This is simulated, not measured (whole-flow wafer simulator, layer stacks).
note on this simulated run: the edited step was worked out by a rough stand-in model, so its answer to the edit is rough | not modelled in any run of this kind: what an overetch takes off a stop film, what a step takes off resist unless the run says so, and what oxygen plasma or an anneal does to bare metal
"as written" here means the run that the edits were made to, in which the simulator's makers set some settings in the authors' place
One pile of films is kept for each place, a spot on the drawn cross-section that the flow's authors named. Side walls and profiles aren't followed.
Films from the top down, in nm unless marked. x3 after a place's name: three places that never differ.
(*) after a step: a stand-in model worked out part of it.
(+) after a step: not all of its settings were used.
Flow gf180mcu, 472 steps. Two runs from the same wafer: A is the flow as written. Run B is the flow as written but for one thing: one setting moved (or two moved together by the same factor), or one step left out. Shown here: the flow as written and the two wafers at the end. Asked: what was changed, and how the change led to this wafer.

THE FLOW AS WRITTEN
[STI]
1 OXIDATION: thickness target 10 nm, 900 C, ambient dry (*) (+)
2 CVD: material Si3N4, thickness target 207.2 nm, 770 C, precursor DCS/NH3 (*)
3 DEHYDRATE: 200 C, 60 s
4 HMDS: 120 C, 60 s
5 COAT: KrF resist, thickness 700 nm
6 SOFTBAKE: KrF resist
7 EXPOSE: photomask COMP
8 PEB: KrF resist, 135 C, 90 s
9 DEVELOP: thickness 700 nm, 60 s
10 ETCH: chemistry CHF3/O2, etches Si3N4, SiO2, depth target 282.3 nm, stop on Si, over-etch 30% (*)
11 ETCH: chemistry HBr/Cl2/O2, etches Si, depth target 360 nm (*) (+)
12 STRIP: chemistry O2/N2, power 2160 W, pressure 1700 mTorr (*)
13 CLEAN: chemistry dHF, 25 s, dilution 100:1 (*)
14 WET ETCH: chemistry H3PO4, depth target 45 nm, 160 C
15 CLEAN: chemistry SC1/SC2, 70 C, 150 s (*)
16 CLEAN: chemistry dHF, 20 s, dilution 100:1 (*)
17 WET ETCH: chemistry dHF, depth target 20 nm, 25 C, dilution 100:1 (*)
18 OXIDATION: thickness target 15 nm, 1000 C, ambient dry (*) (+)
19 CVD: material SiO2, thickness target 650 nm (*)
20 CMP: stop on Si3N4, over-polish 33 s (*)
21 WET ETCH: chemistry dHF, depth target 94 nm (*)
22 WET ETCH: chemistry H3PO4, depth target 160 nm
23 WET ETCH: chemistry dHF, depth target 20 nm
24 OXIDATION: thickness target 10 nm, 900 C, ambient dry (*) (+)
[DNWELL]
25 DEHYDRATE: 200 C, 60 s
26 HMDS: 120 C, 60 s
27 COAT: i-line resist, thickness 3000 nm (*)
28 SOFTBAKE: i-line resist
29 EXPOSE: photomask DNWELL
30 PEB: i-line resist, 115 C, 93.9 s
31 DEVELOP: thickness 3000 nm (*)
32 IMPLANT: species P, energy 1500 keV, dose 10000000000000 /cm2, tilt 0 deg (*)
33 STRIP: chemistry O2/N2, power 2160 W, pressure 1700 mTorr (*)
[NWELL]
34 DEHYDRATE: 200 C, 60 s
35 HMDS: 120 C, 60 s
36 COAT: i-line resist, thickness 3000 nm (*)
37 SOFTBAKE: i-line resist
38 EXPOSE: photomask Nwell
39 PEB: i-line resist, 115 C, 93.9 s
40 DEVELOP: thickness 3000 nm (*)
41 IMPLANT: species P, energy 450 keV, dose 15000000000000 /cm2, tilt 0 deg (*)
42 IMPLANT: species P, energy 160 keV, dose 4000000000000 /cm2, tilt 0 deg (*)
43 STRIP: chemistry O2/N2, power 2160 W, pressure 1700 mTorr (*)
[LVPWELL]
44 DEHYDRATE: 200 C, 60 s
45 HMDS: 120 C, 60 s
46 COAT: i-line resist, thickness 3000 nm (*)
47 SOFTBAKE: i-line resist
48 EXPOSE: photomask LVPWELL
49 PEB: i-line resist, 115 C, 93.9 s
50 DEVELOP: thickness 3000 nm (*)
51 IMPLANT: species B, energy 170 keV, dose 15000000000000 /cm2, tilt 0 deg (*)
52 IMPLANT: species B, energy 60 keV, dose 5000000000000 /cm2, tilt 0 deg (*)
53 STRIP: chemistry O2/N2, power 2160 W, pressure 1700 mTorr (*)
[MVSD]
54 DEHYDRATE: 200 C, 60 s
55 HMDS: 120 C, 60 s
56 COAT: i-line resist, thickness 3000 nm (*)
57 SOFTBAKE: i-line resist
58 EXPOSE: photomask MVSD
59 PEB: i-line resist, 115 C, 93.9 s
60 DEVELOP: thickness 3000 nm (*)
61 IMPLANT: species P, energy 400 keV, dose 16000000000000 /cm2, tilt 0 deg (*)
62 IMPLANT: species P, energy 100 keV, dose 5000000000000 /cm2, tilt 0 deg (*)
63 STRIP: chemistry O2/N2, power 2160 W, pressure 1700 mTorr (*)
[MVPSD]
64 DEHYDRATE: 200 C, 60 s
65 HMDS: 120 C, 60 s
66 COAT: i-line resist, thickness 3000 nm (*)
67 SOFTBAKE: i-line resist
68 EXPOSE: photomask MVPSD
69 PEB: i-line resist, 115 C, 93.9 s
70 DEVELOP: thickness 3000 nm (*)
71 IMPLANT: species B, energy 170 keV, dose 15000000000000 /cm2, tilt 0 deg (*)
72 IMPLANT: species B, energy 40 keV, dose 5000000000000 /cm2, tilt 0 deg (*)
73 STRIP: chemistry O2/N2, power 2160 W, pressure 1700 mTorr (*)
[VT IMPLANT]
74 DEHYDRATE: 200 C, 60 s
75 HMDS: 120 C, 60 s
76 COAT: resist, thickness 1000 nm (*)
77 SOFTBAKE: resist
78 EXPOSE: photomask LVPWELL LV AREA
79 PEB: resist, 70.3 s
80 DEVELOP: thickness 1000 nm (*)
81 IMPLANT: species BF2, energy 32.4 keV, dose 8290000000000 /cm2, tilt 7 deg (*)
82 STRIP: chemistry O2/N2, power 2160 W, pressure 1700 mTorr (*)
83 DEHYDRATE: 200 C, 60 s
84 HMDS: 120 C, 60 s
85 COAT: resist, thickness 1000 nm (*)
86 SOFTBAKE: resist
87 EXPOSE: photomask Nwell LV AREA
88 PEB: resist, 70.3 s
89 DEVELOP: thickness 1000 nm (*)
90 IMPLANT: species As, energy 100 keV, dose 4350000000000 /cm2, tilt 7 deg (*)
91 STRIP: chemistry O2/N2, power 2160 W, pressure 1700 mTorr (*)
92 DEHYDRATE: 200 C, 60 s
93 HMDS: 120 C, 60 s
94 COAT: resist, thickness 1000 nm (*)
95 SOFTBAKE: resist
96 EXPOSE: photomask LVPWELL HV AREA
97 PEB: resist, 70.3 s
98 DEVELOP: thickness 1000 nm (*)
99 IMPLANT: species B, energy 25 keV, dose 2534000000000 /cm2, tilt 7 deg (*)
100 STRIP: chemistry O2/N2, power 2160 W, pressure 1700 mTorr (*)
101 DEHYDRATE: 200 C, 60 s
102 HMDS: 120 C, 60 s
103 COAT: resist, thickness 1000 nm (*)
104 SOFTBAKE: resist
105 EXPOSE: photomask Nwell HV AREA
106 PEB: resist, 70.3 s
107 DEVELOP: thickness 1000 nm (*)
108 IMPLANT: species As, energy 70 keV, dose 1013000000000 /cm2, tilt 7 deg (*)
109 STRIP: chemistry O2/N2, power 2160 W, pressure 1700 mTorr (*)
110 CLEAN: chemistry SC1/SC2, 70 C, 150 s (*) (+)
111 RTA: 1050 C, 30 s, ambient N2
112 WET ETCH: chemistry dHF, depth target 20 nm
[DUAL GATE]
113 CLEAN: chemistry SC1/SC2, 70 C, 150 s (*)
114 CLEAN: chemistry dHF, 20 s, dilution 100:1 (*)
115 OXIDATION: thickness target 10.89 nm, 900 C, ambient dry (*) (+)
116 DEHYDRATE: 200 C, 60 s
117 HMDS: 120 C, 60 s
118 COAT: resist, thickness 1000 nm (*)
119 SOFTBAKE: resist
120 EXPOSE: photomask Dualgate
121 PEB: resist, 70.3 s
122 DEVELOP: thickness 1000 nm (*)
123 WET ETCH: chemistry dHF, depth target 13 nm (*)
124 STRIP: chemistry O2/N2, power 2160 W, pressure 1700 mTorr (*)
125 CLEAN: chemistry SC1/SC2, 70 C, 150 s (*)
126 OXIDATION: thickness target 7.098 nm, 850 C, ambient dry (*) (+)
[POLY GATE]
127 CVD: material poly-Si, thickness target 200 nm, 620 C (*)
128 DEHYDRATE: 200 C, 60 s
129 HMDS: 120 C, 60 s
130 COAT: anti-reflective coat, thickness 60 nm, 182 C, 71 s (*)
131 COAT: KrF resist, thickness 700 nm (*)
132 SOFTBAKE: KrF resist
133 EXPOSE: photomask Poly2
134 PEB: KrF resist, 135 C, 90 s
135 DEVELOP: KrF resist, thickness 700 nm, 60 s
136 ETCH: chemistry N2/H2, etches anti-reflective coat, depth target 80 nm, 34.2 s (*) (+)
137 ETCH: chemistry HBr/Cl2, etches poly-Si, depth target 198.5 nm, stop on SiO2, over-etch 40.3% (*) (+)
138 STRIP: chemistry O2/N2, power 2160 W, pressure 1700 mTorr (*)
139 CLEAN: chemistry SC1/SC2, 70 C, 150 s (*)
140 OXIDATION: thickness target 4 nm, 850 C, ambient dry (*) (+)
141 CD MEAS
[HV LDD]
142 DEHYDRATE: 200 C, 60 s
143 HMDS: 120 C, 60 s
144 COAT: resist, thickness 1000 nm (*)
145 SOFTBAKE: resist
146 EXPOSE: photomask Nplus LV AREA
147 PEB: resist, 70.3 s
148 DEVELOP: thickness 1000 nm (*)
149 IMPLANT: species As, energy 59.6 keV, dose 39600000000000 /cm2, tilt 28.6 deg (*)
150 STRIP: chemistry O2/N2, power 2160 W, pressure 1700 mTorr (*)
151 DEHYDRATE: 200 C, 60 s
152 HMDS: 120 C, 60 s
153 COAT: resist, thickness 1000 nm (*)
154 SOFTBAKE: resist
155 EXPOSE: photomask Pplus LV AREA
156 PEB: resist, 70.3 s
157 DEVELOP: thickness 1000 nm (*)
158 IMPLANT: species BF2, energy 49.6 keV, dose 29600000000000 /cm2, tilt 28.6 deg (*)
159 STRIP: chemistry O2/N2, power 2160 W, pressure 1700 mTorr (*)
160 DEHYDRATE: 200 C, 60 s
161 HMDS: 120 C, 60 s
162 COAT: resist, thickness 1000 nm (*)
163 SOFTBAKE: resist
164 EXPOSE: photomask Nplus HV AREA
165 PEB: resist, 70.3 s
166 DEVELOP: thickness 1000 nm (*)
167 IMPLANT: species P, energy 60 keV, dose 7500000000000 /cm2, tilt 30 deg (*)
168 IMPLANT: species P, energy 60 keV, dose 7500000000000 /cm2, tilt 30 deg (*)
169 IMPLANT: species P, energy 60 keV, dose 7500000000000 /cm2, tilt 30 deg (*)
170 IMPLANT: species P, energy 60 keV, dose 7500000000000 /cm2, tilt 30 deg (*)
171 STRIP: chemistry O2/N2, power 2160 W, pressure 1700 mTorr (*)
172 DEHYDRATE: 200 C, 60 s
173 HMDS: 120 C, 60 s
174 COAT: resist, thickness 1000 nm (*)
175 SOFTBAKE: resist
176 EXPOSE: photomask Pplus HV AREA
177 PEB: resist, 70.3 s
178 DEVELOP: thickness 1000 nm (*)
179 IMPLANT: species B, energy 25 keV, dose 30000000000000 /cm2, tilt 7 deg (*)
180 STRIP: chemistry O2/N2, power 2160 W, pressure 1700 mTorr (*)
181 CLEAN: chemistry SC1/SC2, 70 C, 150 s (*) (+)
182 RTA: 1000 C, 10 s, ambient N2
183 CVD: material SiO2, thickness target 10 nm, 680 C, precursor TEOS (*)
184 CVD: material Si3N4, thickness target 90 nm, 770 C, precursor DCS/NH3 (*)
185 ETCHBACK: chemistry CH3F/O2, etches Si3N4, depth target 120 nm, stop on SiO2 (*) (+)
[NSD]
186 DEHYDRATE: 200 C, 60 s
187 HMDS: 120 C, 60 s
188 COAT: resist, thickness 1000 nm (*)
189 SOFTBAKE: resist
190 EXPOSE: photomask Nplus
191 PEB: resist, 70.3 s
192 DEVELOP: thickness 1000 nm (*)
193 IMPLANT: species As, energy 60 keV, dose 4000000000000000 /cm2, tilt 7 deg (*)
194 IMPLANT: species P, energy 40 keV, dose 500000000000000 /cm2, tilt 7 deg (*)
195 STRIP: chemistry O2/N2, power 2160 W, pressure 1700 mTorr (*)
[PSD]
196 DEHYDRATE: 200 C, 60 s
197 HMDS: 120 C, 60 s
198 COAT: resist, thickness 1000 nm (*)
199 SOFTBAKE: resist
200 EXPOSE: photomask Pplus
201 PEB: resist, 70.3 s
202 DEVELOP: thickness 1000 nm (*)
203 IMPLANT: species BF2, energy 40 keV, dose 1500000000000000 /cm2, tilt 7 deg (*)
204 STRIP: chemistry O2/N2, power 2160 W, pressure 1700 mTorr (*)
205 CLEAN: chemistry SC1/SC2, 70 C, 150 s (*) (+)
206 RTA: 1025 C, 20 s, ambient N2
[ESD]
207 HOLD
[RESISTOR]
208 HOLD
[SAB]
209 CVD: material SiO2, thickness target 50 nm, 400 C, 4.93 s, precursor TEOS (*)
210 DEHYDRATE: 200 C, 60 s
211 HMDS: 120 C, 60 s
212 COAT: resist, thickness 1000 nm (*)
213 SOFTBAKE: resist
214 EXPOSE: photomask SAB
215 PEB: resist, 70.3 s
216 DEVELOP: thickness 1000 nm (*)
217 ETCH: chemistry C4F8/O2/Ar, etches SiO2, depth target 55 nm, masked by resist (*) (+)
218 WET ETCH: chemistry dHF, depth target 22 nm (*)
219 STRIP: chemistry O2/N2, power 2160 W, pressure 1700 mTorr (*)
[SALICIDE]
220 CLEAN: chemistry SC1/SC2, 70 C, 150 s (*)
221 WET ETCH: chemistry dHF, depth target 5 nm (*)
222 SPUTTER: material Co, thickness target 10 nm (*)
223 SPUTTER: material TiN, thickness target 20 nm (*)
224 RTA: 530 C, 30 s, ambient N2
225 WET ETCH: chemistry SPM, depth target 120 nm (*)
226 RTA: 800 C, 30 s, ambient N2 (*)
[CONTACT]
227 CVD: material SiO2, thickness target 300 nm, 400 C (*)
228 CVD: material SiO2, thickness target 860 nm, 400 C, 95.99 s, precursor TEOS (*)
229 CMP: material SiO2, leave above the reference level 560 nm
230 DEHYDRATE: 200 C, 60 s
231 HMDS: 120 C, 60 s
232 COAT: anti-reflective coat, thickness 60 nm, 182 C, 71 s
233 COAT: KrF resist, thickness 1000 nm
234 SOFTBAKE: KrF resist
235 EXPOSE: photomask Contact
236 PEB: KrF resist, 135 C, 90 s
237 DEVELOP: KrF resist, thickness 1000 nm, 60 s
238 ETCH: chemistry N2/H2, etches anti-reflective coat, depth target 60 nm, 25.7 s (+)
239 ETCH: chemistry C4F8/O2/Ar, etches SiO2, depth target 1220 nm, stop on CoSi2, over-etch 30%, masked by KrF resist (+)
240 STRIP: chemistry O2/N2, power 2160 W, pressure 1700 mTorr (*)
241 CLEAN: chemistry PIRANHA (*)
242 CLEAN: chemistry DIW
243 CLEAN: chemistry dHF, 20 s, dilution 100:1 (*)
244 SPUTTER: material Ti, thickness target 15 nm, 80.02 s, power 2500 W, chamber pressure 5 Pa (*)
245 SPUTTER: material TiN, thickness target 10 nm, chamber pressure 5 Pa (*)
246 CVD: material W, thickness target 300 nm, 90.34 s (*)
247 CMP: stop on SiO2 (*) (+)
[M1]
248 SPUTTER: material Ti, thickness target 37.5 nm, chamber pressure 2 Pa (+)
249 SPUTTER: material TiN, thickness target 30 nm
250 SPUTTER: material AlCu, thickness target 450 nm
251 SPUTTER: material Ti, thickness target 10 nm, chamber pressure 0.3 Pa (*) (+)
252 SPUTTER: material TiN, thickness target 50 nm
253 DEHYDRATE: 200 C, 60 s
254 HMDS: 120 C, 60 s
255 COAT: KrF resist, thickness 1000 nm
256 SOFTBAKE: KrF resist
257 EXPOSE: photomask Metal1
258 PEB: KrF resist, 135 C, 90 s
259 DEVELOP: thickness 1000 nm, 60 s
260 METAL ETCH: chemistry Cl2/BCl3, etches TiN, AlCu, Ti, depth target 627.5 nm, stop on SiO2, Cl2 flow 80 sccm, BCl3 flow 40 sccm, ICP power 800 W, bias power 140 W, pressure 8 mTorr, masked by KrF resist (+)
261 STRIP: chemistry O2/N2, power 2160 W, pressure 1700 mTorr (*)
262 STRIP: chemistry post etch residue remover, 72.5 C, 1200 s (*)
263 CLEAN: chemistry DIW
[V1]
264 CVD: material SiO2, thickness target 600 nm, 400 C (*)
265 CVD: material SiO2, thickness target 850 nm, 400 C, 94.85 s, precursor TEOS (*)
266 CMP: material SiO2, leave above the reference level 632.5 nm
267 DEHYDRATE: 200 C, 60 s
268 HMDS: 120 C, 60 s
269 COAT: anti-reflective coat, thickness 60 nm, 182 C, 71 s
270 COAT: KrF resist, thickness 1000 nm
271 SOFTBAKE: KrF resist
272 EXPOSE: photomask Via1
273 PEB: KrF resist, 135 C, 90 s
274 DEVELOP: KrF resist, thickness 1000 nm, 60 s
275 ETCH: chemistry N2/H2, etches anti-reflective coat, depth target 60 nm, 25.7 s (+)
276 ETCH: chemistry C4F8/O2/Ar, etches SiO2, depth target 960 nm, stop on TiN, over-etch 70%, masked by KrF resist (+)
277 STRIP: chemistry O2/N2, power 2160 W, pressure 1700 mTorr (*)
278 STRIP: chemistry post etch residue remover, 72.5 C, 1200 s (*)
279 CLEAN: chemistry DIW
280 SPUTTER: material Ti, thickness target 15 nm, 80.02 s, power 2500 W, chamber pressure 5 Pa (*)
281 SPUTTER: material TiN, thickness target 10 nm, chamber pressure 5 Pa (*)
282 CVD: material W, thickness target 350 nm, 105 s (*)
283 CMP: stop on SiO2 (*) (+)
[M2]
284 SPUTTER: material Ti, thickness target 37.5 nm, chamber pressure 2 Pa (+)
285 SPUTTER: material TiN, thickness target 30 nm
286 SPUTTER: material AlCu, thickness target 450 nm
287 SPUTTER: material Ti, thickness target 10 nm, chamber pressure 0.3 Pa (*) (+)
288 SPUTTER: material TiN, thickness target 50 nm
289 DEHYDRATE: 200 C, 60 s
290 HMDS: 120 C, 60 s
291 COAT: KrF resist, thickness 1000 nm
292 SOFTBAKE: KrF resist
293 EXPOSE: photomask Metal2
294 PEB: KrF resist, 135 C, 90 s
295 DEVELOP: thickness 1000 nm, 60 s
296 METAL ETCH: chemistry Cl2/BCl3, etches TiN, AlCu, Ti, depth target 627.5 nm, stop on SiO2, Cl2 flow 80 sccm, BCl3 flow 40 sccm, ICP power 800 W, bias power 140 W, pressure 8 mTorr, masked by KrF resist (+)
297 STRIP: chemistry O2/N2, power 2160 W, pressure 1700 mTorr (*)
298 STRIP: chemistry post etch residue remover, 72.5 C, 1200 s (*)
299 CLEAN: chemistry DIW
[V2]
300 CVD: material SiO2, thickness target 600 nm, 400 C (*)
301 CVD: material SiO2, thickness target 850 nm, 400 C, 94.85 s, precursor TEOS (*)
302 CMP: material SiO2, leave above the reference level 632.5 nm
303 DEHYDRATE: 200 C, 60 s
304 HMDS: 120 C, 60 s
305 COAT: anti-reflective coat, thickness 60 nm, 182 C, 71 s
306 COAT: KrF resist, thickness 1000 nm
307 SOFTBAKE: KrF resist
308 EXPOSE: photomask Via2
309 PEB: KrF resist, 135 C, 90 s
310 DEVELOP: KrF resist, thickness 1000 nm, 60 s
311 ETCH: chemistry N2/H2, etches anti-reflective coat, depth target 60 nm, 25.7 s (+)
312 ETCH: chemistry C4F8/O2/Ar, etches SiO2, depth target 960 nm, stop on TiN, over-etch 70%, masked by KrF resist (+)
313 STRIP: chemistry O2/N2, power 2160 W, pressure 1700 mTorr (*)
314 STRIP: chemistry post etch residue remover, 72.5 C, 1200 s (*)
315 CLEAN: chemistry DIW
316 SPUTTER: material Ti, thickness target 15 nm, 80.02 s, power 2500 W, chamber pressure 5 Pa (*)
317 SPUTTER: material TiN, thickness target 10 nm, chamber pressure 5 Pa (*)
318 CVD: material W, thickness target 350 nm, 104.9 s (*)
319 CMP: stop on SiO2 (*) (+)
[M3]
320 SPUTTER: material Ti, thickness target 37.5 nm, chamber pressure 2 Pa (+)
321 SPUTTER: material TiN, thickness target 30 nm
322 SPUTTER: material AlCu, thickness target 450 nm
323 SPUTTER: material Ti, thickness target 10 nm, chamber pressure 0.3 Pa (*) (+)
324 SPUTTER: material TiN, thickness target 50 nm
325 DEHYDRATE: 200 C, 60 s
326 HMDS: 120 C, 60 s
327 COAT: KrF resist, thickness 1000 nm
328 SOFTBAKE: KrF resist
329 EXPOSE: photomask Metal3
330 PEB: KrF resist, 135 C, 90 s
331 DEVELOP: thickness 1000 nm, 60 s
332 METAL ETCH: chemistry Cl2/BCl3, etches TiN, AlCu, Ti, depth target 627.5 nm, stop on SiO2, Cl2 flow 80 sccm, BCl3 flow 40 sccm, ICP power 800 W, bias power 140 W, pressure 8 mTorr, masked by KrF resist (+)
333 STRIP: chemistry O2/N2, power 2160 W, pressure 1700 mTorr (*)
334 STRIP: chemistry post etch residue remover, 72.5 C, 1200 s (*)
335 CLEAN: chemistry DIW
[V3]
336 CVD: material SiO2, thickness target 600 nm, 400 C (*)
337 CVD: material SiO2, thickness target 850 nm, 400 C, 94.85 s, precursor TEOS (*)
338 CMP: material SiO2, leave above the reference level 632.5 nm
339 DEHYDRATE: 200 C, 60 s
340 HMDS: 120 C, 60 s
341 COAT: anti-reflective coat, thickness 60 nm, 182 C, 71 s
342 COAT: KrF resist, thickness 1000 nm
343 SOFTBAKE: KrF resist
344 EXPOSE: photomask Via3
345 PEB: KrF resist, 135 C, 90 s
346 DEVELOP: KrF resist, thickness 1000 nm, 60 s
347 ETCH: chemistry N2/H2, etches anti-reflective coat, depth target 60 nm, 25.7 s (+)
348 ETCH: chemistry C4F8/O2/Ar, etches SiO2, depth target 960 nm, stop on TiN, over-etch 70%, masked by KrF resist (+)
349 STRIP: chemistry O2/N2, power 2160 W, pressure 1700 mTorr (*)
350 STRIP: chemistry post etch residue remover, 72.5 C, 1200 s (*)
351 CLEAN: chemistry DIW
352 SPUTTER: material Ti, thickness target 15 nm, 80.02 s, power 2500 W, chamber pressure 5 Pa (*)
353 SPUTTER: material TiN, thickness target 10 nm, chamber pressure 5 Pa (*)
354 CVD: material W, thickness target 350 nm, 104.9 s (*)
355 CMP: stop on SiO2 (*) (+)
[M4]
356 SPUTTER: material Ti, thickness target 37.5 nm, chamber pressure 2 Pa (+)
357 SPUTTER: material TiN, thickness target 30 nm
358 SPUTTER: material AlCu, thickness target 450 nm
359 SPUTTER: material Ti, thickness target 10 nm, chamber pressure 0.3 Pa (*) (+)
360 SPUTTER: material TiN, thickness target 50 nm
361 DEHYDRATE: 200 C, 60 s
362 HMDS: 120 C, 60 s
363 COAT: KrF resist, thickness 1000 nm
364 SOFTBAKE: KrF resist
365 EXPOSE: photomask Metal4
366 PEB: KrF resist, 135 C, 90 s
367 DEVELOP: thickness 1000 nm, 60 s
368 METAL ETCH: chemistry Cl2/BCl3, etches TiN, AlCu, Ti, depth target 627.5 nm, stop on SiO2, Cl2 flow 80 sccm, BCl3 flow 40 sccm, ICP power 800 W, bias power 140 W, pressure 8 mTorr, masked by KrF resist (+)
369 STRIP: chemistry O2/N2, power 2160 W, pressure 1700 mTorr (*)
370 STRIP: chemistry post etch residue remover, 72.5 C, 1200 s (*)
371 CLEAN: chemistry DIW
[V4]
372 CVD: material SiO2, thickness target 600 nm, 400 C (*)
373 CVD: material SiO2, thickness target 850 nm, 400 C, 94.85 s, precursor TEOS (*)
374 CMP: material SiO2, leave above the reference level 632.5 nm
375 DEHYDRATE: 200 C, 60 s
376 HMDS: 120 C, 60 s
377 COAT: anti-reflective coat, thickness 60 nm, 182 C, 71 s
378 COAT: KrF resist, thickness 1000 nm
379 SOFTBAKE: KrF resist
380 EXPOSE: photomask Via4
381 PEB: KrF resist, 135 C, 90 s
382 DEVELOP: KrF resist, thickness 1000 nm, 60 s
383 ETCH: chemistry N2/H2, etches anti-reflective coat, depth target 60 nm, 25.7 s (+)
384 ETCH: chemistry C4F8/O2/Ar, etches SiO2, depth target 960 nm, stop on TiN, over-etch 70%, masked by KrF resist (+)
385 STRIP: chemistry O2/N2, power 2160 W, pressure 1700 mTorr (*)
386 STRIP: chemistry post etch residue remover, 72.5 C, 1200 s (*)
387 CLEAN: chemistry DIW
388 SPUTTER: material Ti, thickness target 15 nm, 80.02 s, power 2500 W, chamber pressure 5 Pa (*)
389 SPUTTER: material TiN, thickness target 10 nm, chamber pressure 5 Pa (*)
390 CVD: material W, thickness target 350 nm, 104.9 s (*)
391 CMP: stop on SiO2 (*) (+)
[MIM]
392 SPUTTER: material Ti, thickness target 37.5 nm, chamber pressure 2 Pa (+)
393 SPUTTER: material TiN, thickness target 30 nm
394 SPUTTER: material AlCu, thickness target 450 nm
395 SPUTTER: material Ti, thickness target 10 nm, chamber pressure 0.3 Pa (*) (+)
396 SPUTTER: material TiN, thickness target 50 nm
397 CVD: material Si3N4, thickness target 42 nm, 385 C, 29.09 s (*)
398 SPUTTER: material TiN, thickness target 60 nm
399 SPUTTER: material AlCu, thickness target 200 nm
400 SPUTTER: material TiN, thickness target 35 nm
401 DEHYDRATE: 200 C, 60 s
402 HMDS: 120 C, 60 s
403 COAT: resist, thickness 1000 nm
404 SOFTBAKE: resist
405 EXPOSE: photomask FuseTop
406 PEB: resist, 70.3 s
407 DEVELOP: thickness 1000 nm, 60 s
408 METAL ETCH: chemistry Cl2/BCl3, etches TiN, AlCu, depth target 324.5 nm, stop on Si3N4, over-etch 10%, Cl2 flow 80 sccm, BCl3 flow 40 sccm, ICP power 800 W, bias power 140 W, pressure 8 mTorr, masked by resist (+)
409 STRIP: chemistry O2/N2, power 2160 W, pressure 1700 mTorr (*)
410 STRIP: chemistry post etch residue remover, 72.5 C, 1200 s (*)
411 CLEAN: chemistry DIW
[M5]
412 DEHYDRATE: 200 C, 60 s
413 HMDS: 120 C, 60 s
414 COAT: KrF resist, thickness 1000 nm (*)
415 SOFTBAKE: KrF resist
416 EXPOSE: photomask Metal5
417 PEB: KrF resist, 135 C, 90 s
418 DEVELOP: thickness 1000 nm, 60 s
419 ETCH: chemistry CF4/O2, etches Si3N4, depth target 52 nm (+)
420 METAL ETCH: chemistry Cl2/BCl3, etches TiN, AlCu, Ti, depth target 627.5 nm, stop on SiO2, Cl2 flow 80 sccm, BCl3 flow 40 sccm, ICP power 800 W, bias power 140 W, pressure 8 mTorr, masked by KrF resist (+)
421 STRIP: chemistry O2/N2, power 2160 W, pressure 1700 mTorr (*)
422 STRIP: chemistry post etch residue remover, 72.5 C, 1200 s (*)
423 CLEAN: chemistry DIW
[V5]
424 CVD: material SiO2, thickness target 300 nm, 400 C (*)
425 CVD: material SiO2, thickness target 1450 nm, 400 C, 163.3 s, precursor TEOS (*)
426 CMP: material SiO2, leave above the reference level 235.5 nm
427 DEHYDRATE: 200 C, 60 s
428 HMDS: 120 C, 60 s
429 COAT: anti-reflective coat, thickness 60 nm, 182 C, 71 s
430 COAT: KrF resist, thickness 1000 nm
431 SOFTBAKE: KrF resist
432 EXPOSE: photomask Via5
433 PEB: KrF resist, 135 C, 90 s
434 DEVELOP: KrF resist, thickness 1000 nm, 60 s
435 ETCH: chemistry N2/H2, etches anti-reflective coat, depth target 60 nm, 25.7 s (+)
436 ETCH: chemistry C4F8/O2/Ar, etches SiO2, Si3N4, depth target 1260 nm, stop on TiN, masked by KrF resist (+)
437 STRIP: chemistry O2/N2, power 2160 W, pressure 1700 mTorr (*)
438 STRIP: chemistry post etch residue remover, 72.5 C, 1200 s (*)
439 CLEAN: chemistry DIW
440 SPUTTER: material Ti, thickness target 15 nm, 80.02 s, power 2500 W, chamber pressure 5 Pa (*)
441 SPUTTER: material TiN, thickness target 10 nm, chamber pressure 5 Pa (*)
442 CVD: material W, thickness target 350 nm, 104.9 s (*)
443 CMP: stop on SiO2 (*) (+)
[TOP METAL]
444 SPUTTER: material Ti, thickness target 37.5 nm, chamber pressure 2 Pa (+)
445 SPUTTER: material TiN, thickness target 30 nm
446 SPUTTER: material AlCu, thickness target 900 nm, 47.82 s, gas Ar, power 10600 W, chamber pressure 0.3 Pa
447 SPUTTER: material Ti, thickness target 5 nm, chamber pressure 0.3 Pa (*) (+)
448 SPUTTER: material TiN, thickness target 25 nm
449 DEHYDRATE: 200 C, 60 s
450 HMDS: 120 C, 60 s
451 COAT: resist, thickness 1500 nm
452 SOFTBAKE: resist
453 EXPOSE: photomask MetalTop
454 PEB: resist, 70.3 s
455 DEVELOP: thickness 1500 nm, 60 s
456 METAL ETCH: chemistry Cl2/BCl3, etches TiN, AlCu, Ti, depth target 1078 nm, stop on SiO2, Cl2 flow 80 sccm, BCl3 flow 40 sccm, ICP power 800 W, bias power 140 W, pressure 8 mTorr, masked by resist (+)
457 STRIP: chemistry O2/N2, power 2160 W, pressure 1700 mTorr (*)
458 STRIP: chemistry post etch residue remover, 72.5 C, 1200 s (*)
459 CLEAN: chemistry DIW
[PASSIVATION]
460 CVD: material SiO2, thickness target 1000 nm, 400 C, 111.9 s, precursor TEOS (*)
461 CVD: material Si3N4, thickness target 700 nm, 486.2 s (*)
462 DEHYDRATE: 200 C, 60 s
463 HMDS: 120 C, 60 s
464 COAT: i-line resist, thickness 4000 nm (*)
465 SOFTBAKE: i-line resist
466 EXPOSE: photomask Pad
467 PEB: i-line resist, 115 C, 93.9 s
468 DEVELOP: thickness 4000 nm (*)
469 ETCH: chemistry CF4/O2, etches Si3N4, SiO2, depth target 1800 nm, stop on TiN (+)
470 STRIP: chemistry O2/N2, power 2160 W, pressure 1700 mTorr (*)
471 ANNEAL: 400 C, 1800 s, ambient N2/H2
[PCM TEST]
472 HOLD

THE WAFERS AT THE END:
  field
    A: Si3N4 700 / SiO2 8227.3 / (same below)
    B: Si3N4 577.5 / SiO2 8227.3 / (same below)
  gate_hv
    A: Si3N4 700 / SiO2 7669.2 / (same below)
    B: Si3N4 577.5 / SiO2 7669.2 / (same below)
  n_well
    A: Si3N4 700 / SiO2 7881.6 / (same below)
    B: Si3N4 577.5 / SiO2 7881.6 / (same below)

The cause: step 461, CVD: thickness target 578 nm was run, where the flow has thickness target 700 nm; step 461, CVD: 401.1 s was run, where the flow has 486.2 s.

How the change led to this, step by step:
  461 CVD: material Si3N4, thickness target 700 nm, 486.2 s (*)
      field, field__w1, field__w2 and 109 more: A Si3N4 +700 (new film) | B Si3N4 +577.5 (new film)
  465 SOFTBAKE: i-line resist
      gate_nat: A i-line resist -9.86 | B i-line resist -9.22
      nw_enc_fld_lv: A i-line resist -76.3 | B i-line resist -74.5
      (and at 1 more place)
  469 ETCH: chemistry CF4/O2, etches Si3N4, SiO2, depth target 1800 nm, stop on TiN (+)
      pad: A Si3N4 -700 (all of it), SiO2 -1000 (all of it) | B Si3N4 -577.5 (all of it), SiO2 -1000 (all of it)
